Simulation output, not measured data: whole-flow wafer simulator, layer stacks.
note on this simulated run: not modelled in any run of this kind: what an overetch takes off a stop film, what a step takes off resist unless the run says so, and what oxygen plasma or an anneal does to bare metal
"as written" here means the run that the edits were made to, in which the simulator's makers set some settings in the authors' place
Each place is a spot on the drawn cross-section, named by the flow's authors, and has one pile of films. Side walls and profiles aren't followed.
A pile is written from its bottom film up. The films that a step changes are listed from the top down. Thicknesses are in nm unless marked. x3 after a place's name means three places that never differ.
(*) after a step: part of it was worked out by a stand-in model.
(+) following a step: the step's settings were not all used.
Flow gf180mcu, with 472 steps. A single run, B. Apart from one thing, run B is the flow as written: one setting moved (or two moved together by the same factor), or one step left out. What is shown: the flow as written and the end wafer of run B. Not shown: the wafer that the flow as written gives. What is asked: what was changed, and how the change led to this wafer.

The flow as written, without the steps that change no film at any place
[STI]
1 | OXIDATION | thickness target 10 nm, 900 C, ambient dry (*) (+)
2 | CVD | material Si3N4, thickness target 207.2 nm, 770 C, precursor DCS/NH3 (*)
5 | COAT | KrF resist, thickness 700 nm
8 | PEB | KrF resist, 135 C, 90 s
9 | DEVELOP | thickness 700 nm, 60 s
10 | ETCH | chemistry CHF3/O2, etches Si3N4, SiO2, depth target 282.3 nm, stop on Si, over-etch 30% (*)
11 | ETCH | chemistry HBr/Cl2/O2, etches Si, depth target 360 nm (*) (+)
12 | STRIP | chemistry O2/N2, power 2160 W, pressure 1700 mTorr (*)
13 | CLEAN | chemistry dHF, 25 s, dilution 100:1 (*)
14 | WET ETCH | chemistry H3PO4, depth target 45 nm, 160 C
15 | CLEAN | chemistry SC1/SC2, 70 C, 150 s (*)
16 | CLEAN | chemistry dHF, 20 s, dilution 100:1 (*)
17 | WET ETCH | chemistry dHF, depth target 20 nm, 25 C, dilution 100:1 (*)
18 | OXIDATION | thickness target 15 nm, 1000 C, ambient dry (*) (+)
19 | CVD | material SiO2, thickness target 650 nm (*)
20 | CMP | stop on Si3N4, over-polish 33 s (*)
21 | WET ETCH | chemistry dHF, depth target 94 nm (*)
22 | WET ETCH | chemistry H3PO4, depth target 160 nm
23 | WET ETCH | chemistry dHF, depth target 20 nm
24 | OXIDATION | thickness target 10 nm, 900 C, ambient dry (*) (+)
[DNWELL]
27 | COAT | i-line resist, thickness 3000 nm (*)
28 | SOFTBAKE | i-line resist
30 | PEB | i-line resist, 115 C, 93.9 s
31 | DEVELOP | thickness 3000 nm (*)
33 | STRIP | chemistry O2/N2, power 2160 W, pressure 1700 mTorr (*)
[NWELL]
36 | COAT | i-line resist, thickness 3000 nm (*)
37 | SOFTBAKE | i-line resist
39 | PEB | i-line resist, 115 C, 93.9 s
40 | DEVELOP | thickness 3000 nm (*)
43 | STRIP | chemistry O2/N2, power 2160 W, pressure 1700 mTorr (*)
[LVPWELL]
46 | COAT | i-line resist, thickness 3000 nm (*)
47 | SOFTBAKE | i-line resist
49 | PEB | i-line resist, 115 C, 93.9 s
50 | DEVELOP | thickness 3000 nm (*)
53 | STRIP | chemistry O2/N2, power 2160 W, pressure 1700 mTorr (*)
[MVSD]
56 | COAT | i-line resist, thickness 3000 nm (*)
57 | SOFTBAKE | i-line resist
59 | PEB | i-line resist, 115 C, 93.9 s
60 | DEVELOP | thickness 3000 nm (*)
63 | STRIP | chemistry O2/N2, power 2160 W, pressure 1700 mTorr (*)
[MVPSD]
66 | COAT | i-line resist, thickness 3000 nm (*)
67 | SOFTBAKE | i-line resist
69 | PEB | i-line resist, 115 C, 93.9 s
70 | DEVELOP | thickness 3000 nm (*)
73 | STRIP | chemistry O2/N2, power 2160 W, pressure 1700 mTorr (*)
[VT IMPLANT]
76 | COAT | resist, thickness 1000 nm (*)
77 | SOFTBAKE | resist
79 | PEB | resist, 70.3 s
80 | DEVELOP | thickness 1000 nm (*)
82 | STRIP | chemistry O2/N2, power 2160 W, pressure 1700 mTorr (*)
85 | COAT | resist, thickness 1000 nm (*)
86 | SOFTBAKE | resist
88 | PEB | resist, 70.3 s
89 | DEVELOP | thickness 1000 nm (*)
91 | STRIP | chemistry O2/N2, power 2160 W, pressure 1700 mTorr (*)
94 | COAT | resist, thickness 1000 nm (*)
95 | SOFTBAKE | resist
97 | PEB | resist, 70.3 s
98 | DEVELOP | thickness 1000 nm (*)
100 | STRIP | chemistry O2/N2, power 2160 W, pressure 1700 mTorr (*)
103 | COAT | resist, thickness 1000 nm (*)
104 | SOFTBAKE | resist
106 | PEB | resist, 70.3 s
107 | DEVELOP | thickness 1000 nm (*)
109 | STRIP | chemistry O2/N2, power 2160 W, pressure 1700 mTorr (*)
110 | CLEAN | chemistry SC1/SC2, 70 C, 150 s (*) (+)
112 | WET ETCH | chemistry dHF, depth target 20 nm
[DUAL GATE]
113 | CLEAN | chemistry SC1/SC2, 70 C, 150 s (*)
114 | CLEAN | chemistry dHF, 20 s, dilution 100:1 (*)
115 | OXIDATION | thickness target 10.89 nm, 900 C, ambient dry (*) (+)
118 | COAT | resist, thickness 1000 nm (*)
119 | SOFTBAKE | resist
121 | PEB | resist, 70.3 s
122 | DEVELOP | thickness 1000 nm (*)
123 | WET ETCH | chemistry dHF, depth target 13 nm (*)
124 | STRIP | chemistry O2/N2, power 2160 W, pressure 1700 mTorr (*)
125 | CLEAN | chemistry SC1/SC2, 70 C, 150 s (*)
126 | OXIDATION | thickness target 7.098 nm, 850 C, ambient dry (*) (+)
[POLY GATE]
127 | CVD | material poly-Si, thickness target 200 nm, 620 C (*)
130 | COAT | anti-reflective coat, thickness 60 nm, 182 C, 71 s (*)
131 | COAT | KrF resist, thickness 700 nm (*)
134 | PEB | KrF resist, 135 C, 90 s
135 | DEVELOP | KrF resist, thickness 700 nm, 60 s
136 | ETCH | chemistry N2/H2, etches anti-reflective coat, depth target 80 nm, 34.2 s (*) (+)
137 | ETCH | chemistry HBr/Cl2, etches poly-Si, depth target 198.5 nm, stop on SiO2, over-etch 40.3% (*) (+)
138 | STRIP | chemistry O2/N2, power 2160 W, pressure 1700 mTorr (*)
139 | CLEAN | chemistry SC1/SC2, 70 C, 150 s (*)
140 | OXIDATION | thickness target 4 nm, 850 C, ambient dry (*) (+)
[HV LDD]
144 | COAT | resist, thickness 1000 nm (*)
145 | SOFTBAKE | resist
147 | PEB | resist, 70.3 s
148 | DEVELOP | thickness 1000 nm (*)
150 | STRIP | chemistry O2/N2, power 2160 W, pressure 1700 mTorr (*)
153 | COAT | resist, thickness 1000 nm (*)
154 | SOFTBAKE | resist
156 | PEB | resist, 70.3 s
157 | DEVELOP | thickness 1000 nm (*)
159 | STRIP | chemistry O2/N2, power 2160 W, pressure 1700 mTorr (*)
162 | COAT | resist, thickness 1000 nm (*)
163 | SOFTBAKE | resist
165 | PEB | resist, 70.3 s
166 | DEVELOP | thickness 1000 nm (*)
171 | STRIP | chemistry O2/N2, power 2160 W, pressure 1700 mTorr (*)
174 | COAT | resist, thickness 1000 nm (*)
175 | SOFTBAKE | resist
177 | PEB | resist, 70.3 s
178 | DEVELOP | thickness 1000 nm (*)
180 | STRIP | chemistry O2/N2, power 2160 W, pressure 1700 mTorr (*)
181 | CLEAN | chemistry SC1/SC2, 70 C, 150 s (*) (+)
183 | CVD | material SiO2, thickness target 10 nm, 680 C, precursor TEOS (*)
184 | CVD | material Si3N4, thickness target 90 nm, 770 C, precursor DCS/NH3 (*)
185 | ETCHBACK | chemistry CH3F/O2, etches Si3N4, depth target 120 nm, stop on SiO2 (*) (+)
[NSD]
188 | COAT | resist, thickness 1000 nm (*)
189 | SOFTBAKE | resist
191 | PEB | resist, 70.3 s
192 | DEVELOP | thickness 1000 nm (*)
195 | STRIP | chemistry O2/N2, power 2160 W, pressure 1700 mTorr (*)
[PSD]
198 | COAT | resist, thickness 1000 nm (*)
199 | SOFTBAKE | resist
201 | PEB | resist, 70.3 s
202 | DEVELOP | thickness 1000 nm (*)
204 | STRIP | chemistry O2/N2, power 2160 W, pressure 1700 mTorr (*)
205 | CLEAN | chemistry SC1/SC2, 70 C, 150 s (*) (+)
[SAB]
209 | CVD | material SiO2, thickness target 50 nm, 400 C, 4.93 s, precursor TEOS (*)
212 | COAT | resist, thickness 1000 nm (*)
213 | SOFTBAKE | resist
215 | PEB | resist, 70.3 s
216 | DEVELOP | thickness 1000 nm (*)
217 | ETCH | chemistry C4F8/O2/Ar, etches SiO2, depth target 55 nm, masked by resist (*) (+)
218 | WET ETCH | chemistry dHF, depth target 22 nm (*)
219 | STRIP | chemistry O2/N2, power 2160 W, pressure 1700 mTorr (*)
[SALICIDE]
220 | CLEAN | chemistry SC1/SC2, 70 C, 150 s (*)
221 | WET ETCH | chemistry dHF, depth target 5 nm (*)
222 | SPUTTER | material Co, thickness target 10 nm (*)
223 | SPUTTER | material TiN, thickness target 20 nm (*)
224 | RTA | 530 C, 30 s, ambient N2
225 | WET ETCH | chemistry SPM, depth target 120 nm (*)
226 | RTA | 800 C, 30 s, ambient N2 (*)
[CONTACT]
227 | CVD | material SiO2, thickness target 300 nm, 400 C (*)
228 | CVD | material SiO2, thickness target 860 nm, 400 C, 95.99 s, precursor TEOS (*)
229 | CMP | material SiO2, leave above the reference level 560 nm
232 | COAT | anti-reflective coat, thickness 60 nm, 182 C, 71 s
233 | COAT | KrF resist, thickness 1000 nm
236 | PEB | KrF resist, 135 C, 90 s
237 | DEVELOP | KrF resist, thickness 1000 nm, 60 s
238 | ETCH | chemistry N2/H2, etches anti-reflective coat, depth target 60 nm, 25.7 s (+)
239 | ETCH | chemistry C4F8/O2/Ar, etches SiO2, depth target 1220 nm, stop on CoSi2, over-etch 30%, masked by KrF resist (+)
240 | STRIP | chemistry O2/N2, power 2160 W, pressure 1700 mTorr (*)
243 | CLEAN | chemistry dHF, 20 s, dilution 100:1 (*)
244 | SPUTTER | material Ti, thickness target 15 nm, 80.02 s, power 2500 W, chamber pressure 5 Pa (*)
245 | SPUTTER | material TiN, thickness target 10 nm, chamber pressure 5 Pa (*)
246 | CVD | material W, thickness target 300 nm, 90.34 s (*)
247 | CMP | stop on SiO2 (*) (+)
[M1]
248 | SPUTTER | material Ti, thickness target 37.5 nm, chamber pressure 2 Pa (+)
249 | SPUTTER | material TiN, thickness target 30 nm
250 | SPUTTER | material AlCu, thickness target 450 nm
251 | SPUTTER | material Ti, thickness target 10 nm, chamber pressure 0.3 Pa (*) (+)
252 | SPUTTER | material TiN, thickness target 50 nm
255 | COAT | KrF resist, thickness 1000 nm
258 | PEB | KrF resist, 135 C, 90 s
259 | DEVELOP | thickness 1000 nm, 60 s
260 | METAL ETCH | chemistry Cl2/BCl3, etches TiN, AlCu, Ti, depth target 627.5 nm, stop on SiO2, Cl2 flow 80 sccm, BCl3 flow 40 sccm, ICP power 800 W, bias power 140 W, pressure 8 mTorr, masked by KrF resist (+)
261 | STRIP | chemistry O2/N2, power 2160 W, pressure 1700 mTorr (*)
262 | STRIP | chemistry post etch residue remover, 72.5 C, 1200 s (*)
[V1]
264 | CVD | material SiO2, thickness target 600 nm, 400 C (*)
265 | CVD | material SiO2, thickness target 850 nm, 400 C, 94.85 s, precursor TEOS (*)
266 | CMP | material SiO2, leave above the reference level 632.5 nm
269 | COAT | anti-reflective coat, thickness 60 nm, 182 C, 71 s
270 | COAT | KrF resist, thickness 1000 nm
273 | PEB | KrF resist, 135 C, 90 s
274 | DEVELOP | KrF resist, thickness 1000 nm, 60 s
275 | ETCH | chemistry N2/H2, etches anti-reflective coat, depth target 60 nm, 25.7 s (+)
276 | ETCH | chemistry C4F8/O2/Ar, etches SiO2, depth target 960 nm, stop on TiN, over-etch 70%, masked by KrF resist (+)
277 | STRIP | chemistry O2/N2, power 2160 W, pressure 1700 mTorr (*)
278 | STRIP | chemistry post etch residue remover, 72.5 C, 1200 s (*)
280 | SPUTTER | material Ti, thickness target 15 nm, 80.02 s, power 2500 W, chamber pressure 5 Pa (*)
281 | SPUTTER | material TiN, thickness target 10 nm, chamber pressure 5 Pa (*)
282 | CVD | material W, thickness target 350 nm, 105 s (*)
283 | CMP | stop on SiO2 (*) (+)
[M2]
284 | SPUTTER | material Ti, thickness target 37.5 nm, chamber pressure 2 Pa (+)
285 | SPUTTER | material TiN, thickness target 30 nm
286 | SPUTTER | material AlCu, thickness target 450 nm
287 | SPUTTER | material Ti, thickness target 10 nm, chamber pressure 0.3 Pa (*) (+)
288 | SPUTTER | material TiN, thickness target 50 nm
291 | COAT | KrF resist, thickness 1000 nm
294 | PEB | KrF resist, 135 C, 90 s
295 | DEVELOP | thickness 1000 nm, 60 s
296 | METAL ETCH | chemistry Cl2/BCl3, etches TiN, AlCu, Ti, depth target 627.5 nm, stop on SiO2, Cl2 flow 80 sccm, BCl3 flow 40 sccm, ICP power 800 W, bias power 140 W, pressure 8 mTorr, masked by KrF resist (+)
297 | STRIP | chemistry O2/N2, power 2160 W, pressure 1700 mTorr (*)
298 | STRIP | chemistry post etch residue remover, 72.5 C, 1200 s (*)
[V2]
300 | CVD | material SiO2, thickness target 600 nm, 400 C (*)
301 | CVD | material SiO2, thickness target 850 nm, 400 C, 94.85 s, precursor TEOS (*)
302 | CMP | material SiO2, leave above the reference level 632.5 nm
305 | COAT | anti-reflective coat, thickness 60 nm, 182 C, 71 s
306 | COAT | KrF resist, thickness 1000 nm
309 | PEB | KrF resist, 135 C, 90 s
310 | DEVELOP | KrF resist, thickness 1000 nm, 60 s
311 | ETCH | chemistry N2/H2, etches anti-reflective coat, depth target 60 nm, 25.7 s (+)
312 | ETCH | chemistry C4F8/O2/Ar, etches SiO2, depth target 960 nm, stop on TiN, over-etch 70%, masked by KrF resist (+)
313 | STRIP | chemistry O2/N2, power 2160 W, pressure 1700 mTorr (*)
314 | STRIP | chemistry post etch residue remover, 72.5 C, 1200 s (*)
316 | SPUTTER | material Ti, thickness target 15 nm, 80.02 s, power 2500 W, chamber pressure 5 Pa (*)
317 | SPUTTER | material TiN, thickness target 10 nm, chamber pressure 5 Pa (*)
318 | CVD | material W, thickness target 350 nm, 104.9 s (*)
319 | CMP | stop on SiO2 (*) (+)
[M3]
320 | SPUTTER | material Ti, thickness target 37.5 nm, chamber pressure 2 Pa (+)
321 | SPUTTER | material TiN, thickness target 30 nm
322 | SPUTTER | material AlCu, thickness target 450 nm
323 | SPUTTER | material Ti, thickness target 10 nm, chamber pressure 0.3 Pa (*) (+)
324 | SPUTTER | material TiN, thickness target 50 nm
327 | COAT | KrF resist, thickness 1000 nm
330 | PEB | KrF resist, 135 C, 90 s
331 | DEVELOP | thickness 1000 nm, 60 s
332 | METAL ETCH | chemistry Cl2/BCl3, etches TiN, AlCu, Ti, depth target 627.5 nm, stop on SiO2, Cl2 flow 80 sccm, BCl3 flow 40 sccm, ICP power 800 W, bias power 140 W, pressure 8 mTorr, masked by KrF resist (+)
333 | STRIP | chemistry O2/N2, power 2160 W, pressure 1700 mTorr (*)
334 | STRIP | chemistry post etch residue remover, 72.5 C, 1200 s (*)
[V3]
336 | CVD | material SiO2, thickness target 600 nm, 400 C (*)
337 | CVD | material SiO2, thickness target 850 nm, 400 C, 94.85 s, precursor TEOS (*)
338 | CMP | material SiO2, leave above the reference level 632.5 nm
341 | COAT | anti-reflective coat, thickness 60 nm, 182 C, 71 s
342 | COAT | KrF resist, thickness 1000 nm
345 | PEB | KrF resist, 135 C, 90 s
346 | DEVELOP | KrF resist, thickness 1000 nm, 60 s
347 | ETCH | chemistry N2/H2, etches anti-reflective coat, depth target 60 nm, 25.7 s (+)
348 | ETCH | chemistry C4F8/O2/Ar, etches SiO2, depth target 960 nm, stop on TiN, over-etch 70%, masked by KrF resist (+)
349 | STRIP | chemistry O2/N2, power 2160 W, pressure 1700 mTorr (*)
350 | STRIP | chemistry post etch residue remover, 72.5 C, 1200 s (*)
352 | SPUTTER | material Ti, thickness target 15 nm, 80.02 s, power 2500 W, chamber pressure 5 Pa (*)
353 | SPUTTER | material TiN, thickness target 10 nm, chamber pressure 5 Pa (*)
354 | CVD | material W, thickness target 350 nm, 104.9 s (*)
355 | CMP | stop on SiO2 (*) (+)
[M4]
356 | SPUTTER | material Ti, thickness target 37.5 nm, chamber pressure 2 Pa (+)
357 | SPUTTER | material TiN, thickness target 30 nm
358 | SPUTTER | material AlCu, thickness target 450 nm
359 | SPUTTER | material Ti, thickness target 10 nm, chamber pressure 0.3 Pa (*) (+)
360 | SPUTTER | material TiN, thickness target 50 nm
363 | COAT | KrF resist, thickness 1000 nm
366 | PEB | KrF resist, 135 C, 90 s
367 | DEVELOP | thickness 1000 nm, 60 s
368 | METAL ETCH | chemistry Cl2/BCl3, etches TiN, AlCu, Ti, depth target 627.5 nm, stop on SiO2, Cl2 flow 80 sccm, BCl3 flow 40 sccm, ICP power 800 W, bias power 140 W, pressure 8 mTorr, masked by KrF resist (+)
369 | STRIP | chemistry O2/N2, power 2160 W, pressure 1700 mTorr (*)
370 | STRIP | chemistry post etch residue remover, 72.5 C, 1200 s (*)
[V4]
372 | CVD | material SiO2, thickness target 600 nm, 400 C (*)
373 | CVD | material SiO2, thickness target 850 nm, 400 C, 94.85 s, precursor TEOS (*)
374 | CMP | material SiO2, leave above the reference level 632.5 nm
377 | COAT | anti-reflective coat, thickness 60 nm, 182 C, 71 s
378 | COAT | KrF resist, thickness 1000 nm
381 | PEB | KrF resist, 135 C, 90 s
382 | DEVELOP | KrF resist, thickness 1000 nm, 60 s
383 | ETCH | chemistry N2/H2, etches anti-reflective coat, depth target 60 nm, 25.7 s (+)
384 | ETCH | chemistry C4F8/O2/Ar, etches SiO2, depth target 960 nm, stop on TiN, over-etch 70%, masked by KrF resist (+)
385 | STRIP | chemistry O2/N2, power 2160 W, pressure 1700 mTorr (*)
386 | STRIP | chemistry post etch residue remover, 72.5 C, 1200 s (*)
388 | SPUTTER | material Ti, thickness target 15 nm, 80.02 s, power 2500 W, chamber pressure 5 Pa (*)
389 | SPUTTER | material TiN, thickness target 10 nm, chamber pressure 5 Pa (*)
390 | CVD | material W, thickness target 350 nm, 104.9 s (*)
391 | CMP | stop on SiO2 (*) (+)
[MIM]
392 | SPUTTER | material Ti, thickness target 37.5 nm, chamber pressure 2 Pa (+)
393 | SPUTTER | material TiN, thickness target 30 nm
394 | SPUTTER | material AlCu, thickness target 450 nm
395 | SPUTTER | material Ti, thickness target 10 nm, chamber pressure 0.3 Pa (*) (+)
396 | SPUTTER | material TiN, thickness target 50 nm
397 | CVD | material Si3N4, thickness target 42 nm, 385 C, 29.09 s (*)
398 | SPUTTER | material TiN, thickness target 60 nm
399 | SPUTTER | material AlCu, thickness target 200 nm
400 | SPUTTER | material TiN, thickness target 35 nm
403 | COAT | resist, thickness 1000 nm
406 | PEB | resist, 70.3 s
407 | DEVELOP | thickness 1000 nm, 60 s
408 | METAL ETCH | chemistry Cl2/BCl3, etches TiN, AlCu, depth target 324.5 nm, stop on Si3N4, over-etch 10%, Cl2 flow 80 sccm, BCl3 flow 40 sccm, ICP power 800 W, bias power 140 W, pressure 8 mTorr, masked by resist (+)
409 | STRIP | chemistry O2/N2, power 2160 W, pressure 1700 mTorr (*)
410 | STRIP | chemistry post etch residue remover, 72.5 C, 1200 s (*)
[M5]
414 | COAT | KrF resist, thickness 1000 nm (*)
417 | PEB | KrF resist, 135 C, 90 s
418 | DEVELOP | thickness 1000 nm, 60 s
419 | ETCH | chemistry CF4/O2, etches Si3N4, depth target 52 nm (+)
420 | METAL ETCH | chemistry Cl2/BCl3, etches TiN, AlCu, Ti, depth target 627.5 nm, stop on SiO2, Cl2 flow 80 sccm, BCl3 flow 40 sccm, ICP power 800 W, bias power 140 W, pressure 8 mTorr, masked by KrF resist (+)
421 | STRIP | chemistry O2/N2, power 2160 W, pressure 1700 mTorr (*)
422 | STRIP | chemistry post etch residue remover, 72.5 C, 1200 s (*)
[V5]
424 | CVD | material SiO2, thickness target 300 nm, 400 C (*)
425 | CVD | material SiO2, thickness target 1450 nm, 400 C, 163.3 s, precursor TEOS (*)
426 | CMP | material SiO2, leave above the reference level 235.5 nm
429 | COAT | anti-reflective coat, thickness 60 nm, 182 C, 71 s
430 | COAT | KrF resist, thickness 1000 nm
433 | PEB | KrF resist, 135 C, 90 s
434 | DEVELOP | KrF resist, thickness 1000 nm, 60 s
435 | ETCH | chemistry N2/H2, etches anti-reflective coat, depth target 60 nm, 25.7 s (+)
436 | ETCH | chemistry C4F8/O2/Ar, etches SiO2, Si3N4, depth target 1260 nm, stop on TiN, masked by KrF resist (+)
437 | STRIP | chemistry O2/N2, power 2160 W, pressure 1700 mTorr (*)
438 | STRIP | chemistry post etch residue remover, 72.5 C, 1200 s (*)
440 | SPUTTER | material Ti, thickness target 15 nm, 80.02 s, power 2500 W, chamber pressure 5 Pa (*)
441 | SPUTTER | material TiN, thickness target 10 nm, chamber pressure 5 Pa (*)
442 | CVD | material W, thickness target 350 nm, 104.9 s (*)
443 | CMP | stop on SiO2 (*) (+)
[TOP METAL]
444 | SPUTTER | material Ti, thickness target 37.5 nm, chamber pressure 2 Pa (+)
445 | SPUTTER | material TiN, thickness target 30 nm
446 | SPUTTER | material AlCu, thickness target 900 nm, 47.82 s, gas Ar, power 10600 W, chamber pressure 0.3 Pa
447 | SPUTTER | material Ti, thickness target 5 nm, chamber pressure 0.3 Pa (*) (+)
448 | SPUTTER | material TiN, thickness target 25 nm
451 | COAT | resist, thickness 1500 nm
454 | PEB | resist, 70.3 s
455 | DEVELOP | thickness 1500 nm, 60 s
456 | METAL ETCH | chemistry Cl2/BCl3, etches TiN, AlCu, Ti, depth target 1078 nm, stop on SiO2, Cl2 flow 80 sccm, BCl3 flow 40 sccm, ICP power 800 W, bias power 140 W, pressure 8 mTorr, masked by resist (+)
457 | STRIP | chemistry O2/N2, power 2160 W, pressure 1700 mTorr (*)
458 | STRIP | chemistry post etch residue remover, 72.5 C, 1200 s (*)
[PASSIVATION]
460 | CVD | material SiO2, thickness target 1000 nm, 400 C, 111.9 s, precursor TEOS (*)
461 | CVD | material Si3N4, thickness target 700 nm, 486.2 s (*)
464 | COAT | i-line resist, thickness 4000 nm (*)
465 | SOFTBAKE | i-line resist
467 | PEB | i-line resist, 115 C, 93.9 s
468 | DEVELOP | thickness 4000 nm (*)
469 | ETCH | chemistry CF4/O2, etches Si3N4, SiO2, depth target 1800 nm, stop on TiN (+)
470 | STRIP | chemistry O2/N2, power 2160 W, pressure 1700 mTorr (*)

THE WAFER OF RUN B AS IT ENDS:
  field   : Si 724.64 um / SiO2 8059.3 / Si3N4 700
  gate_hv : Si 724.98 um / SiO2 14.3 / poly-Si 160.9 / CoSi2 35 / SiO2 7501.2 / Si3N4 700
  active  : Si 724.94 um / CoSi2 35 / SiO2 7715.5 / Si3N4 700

Cause: step 229, CMP: leave above the reference level 392 nm was run, though the flow has leave above the reference level 560 nm.

Step by step, how the change led to this:
  229 | CMP | material SiO2, leave above the reference level 560 nm
      gate_hv, gate_nat, ld_gate_n and 11 more: SiO2 loses 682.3 (it would be, as written: SiO2 loses 514.3)
      ldn_sep__w1, ldn_sep__w2, ldn_dft and 8 more: SiO2 loses 479 (it would be, as written: SiO2 loses 311)
      (as well as at 86 more places)
  239 | ETCH | chemistry C4F8/O2/Ar, etches SiO2, depth target 1220 nm, stop on CoSi2, over-etch 30%, masked by KrF resist (+)
      field, field__w1, field__w2 and 105 more: KrF resist loses 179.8 (it would be, as written: KrF resist loses 223.5)
      polyc_n, polyc_p: SiO2 loses 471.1 (all of it) (it would be, as written: SiO2 loses 639.1 (all of it))
      (as well as at 1 more place)
  240 | STRIP | chemistry O2/N2, power 2160 W, pressure 1700 mTorr (*)
      field, field__w1, field__w2 and 105 more: KrF resist loses 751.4 (all of it), anti-reflective coat loses 60 (all of it) (it would be, as written: KrF resist loses 707.7 (all of it), anti-reflective coat loses 60 (all of it))
  244 | SPUTTER | material Ti, thickness target 15 nm, 80.02 s, power 2500 W, chamber pressure 5 Pa (*)
      contact: Ti gains 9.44 (new film) (it would be, as written: Ti gains 8.55 (new film))
  245 | SPUTTER | material TiN, thickness target 10 nm, chamber pressure 5 Pa (*)
      contact: TiN gains 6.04 (new film) (it would be, as written: TiN gains 5.48 (new film))
  246 | CVD | material W, thickness target 300 nm, 90.34 s (*)
      polyc_n, polyc_p: W gains 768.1 (new film) (it would be, as written: W gains 936.1 (new film))
      contact: W gains 998.1 (new film) (it would be, as written: W gains 1167.5 (new film))
